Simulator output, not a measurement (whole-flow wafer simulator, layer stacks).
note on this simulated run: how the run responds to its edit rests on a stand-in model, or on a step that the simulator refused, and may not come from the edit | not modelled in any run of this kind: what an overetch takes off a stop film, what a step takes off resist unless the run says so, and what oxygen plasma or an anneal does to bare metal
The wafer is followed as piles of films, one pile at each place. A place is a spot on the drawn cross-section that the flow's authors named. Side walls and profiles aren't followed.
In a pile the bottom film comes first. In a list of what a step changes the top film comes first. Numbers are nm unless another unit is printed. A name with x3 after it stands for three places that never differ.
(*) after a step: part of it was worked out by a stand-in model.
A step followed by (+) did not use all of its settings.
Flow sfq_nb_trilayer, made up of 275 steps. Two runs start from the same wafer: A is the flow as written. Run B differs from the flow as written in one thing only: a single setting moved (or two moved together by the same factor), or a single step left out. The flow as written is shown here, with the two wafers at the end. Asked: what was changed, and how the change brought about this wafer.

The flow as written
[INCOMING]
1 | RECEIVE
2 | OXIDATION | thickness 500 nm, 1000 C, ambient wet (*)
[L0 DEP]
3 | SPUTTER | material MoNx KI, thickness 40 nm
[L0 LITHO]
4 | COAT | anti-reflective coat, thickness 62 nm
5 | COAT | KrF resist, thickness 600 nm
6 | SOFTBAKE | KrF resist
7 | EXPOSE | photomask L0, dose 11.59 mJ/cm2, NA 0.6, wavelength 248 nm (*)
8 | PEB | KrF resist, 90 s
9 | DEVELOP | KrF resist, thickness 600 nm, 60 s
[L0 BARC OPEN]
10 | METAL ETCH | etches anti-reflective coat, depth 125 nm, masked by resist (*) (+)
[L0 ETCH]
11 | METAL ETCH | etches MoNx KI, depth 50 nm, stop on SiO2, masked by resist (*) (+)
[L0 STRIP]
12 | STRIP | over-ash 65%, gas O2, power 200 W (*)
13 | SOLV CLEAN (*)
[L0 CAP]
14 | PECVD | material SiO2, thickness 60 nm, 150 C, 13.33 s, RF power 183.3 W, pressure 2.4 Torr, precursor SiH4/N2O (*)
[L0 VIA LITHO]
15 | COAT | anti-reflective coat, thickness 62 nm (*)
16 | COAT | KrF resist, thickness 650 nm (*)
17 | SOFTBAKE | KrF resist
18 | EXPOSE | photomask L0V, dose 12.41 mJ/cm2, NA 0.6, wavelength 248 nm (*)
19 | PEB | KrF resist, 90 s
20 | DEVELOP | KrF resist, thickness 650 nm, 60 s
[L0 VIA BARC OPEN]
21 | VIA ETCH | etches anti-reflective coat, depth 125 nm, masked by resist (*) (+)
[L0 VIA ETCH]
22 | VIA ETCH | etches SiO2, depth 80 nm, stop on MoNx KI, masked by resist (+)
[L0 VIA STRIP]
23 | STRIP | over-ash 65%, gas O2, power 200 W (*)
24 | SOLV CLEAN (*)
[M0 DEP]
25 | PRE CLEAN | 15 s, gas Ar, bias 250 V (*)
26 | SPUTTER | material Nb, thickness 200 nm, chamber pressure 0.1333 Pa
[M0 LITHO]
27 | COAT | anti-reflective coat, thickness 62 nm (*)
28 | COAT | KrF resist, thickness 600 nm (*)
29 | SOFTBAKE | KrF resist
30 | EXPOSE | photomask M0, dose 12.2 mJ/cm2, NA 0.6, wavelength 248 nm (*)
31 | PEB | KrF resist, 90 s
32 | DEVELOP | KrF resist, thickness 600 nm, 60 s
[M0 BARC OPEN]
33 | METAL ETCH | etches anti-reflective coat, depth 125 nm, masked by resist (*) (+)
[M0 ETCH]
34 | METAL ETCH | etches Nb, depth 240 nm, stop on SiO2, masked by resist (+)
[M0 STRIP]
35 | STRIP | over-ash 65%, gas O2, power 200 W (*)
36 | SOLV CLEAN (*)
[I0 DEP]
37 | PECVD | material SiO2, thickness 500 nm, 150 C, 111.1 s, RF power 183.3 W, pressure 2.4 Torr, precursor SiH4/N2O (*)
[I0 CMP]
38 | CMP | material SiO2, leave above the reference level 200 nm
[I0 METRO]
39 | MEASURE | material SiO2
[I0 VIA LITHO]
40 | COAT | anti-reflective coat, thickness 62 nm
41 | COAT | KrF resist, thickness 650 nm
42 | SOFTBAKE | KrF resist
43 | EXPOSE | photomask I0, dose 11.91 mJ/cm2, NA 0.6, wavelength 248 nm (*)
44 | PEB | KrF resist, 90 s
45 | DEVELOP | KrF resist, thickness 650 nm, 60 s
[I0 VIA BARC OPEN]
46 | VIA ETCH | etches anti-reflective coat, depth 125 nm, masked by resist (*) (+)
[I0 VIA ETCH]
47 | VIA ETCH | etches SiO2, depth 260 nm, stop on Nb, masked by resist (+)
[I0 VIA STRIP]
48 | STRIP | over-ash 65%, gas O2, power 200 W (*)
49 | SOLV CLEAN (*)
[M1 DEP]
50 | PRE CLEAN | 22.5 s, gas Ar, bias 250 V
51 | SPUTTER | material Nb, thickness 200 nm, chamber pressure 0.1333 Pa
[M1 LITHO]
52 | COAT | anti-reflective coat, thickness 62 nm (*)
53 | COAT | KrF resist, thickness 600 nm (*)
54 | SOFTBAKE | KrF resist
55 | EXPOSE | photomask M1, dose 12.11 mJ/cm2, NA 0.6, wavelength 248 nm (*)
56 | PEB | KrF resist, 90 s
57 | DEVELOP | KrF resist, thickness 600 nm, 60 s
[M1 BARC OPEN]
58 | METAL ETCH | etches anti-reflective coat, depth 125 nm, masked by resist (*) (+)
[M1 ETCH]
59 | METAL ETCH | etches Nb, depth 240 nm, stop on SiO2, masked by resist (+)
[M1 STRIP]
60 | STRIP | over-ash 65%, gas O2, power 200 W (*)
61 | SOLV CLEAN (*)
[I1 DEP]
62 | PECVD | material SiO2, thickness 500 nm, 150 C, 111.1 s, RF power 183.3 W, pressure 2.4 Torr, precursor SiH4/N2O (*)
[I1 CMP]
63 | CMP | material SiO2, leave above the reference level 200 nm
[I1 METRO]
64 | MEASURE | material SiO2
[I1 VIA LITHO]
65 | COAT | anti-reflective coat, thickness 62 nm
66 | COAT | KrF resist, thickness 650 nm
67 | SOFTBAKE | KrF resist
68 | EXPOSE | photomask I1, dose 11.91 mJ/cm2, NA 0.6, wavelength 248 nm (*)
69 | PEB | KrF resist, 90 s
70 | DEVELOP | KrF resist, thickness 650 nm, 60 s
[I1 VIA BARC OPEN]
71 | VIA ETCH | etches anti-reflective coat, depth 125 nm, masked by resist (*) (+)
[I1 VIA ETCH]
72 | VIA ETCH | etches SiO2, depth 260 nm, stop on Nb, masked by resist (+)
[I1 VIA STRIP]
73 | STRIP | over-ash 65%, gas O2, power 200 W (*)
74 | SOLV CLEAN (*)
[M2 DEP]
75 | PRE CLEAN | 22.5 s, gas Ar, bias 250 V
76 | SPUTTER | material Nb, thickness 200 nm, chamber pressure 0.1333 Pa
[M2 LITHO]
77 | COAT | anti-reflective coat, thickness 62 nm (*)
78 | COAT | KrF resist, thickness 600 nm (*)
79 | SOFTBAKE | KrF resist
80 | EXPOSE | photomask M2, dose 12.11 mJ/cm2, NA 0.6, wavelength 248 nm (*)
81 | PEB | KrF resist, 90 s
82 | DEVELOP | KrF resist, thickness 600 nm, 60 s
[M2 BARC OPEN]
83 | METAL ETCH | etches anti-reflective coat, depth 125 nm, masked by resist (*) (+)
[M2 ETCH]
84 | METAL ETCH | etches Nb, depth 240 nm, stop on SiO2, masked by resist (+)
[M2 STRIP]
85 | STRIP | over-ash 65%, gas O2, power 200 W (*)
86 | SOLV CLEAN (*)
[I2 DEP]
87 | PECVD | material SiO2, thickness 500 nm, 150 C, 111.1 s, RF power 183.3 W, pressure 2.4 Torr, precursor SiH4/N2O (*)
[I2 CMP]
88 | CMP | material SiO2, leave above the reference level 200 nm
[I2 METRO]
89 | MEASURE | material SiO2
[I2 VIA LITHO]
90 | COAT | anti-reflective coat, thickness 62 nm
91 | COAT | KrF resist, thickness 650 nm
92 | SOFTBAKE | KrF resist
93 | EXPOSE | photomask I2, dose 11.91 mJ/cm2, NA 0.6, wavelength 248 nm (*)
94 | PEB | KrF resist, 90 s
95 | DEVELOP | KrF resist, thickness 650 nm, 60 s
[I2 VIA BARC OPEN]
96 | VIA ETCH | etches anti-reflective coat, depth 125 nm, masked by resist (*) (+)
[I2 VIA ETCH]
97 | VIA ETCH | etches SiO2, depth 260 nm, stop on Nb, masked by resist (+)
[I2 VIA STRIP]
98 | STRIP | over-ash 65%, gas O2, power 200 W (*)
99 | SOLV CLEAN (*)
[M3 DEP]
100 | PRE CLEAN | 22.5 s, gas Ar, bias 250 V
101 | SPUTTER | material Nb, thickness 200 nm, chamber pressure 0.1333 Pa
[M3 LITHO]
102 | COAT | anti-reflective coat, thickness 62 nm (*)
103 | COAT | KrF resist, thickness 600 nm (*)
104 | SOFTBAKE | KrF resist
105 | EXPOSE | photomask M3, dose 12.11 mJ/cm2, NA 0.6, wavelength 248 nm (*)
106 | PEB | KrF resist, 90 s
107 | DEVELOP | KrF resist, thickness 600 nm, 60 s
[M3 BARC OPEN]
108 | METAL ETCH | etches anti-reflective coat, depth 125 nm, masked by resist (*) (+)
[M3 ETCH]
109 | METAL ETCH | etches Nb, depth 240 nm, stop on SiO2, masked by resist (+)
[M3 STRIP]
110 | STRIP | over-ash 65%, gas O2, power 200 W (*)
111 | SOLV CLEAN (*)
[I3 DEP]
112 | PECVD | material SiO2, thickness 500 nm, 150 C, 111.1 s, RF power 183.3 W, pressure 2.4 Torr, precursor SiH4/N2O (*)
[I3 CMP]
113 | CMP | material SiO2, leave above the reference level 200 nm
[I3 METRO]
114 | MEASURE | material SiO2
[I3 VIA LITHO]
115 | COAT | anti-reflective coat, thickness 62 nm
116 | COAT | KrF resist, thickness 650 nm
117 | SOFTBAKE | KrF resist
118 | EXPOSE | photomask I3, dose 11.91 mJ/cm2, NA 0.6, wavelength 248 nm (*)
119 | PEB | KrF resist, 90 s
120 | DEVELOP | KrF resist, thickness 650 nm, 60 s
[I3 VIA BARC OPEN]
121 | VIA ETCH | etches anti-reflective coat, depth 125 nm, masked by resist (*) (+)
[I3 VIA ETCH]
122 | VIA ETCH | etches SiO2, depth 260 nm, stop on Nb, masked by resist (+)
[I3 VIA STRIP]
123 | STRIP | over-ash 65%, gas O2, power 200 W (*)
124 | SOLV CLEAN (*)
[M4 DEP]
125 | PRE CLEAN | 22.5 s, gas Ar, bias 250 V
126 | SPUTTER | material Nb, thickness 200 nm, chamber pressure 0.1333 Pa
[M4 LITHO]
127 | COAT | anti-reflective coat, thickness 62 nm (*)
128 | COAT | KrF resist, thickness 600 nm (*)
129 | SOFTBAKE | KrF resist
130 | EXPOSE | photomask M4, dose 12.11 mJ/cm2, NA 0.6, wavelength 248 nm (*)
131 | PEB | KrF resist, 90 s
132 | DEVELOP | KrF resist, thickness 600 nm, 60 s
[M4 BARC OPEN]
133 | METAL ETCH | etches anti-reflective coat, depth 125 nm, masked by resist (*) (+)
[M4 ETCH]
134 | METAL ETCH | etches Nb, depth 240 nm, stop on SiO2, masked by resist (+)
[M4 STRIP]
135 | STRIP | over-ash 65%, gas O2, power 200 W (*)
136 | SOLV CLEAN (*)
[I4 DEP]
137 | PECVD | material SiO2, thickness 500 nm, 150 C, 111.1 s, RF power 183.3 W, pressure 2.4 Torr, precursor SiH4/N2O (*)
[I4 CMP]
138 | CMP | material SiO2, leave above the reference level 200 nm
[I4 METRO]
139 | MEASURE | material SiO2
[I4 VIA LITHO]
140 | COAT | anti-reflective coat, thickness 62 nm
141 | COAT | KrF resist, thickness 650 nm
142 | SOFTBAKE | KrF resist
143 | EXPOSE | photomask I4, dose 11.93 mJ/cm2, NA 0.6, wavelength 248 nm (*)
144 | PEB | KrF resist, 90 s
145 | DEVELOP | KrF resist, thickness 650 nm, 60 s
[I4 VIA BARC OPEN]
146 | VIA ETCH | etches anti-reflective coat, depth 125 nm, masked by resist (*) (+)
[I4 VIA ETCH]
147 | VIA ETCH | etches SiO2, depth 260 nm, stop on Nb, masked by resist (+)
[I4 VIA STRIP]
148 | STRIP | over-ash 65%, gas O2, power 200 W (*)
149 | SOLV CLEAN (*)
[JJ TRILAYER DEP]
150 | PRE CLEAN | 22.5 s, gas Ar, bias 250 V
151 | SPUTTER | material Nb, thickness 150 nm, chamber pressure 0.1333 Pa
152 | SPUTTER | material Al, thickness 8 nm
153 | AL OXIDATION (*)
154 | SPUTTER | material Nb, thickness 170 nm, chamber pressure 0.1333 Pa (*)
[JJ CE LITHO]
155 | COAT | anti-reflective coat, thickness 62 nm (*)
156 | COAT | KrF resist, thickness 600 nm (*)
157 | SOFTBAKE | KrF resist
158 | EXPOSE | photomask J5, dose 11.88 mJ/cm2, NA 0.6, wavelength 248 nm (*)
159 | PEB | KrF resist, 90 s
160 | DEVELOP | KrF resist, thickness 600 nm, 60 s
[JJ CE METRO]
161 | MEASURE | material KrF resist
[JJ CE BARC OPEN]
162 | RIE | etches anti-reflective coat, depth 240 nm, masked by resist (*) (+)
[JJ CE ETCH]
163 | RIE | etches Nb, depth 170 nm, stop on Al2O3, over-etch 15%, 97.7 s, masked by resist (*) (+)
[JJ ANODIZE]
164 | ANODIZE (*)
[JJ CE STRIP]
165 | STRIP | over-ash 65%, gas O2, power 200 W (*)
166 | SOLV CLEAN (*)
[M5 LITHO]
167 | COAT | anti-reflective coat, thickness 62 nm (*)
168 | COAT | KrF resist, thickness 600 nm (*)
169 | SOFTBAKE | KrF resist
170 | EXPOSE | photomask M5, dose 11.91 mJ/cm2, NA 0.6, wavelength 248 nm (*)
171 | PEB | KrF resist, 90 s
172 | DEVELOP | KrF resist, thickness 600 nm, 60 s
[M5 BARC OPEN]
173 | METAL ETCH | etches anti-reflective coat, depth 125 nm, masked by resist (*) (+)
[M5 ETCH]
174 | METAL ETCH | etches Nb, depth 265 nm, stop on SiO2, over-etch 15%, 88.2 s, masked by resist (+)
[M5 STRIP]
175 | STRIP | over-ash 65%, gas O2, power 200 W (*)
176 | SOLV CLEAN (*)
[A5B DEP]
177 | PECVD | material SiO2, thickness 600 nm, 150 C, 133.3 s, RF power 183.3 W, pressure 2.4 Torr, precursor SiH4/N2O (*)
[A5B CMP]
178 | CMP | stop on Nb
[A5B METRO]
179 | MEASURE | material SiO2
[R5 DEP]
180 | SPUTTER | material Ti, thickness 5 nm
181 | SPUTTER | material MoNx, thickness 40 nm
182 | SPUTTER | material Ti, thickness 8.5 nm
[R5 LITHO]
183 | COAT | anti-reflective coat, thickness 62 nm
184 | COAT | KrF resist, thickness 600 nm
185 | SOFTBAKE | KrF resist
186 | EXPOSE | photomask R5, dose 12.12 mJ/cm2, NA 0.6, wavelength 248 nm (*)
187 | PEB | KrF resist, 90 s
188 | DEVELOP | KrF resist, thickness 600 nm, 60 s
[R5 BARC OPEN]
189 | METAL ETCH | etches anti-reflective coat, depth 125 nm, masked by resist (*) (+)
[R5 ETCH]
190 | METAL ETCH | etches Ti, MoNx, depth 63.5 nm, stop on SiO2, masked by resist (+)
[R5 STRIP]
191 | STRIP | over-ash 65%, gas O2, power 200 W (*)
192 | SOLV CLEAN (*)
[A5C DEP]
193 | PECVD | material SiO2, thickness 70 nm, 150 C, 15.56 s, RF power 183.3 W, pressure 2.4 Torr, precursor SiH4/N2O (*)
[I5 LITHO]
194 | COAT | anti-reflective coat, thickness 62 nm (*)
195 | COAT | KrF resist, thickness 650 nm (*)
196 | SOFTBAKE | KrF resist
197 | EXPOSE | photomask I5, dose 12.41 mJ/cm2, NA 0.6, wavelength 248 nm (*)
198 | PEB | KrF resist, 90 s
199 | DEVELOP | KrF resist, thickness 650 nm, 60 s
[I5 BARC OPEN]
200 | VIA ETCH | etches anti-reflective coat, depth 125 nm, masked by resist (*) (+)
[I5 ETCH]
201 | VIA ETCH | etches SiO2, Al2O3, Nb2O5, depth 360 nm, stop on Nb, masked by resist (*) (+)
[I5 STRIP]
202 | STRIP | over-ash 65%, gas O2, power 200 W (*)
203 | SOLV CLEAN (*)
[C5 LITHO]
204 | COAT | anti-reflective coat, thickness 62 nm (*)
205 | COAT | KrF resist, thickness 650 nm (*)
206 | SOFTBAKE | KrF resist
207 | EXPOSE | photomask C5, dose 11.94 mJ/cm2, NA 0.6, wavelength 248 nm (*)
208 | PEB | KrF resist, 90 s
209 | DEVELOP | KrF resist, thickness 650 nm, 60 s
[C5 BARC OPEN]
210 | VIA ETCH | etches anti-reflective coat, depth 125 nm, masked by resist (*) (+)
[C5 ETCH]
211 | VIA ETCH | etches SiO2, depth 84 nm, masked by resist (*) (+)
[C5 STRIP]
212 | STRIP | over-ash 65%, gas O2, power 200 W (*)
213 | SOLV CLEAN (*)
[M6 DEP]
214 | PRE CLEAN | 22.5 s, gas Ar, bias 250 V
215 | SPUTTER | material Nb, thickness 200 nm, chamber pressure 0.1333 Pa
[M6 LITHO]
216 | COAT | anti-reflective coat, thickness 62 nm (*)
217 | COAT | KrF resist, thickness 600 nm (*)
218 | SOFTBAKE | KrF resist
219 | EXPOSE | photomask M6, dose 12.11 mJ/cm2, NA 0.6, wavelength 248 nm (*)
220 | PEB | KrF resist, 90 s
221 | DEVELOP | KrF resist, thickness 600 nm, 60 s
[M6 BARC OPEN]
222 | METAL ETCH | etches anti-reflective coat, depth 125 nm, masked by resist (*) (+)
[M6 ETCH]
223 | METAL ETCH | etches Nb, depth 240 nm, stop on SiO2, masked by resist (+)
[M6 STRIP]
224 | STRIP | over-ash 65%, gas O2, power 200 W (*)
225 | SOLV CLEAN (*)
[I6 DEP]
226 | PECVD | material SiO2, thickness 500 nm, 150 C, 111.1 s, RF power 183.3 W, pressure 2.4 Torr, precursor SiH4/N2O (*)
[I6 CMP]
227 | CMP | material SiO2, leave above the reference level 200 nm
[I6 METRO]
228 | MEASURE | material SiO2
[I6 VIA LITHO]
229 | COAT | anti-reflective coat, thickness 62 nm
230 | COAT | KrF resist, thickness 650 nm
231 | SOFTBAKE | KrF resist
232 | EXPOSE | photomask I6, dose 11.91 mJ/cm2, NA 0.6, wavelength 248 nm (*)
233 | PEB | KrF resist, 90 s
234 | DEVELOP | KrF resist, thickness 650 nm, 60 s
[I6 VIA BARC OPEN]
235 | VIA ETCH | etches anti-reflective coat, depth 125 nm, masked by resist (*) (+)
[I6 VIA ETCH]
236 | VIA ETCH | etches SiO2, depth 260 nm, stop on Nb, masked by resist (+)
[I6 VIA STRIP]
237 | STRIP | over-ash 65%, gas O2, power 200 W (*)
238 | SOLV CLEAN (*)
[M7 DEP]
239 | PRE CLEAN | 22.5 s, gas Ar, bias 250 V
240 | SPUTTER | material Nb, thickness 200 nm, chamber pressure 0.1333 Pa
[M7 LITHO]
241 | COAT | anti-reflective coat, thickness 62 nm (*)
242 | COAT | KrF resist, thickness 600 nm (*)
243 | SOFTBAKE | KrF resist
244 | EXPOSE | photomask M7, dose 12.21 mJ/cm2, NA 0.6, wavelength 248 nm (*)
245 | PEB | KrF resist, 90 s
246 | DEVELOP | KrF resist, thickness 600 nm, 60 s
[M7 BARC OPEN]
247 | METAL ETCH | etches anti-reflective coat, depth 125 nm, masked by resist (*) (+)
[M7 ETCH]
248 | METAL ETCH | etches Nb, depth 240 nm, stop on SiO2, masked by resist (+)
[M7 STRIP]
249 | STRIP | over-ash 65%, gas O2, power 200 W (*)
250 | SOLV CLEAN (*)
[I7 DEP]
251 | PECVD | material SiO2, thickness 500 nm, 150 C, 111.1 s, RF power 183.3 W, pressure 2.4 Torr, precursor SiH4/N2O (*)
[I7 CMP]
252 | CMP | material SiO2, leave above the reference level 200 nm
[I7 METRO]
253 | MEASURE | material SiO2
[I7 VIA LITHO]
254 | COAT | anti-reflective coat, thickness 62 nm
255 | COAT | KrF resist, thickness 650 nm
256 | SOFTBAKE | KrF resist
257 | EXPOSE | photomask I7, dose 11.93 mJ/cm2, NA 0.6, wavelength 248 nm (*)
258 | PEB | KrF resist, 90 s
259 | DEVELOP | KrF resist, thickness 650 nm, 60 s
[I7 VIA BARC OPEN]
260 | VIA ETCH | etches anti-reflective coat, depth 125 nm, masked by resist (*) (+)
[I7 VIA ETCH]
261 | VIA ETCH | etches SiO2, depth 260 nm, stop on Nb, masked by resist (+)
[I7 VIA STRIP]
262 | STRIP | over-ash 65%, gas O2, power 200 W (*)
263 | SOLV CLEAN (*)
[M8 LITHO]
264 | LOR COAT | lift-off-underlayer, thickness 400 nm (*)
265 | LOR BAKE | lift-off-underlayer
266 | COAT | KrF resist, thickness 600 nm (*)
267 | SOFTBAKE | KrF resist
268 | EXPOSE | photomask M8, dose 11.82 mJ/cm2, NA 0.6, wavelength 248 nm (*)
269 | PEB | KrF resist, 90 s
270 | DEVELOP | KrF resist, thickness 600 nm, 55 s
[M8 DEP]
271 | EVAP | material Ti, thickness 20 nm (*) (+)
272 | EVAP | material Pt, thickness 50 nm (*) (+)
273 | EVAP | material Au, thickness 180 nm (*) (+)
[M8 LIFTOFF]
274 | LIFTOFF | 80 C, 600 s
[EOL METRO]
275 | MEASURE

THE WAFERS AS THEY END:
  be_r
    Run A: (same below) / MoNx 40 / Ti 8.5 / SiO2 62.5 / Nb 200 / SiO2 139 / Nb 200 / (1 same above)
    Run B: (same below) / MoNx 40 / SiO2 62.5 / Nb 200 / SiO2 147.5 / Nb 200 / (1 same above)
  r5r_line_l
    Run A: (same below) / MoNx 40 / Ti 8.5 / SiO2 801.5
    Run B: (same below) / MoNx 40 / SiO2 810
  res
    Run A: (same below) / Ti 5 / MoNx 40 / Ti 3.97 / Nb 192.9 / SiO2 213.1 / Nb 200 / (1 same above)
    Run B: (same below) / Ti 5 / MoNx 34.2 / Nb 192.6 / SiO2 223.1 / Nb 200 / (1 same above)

Cause: step 182, SPUTTER: material Ti, thickness 8.5 nm, was not run.

The path from the change to this, step by step:
  190 | METAL ETCH | etches Ti, MoNx, depth 63.5 nm, stop on SiO2, masked by resist (+)
      field_l, v_sur, via_wl and 92 more: A Ti loses 8.5 (all of it), MoNx loses 40 (all of it), Ti loses 5 (all of it) | B MoNx loses 40 (all of it), Ti loses 5 (all of it)
      ce_l, c5j, ce_r, wl_jj: A Ti loses 8.5 (all of it), MoNx loses 40 (all of it), Ti loses 5 (all of it), Nb loses 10 | B MoNx loses 40 (all of it), Ti loses 5 (all of it), Nb loses 18.5
  194 | COAT | anti-reflective coat, thickness 62 nm (*)
      wl_j_sl, wl_j_sr: A anti-reflective coat gains 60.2 (new film) | B anti-reflective coat gains 58.7 (new film)
      r5r_spacepad_l, r5r_spacepad_r: A anti-reflective coat gains 84.4 (new film) | B anti-reflective coat gains 80.7 (new film)
      (also at 12 further places)
  202 | STRIP | over-ash 65%, gas O2, power 200 W (*)
      wl_j_sl, wl_j_sr: A KrF resist loses 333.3 (all of it), anti-reflective coat loses 60.2 (all of it) | B KrF resist loses 333.5 (all of it), anti-reflective coat loses 58.7 (all of it)
      r5r_spacepad_l, r5r_spacepad_r: A KrF resist loses 335.6 (all of it), anti-reflective coat loses 84.4 (all of it) | B KrF resist loses 335.3 (all of it), anti-reflective coat loses 80.7 (all of it)
      (also at 12 further places)
  204 | COAT | anti-reflective coat, thickness 62 nm (*)
      wl_j_sl, wl_j_sr: A anti-reflective coat gains 60.2 (new film) | B anti-reflective coat gains 58.7 (new film)
      r5r_spacepad_l, r5r_spacepad_r: A anti-reflective coat gains 84.4 (new film) | B anti-reflective coat gains 80.7 (new film)
      (also at 12 further places)
  210 | VIA ETCH | etches anti-reflective coat, depth 125 nm, masked by resist (*) (+)
      c5j: A anti-reflective coat loses 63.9 (all of it), SiO2 loses 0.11 | B anti-reflective coat loses 66.3 (all of it), SiO2 loses 0.1
  212 | STRIP | over-ash 65%, gas O2, power 200 W (*)
      wl_j_sl, wl_j_sr: A KrF resist loses 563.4 (all of it), anti-reflective coat loses 60.2 (all of it) | B KrF resist loses 563 (all of it), anti-reflective coat loses 58.7 (all of it)
      r5r_spacepad_l, r5r_spacepad_r: A KrF resist loses 565.8 (all of it), anti-reflective coat loses 84.4 (all of it) | B KrF resist loses 564.8 (all of it), anti-reflective coat loses 80.7 (all of it)
      (also at 11 further places)
  214 | PRE CLEAN | 22.5 s, gas Ar, bias 250 V
      res: A Ti loses 4.53 | B MoNx loses 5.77
  216 | COAT | anti-reflective coat, thickness 62 nm (*)
      r5r_line_l, r5r_line_c, r5r_line_r: A anti-reflective coat gains 50 (new film) | B anti-reflective coat gains 51.4 (new film)
      wl_j_sl, wl_j_sr: A anti-reflective coat gains 60.2 (new film) | B anti-reflective coat gains 58.7 (new film)
      (also at 11 further places)
  222 | METAL ETCH | etches anti-reflective coat, depth 125 nm, masked by resist (*) (+)
      r5r_line_l, r5r_line_c, r5r_line_r: A anti-reflective coat loses 50 (all of it) | B anti-reflective coat loses 51.4 (all of it)
      r5r_spacepad_l, r5r_spacepad_r: A anti-reflective coat loses 85.7 (all of it) | B anti-reflective coat loses 81.6 (all of it)
      (also at 1 further place)
  224 | STRIP | over-ash 65%, gas O2, power 200 W (*)
      wl_j_sl, wl_j_sr: A KrF resist loses 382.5 (all of it), anti-reflective coat loses 60.2 (all of it) | B KrF resist loses 382.6 (all of it), anti-reflective coat loses 58.7 (all of it)
      jj_sur: A KrF resist loses 378.5 (all of it), anti-reflective coat loses 56.1 (all of it) | B KrF resist loses 378.1 (all of it), anti-reflective coat loses 54.4 (all of it)
      (also at 7 further places)
  227 | CMP | material SiO2, leave above the reference level 200 nm
      ce_l, ce_r, wl_jj: A SiO2 loses 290 | B SiO2 loses 281.5
      be_r, r_sur, r_end: A SiO2 loses 353.5 | B SiO2 loses 345
      (also at 7 further places)
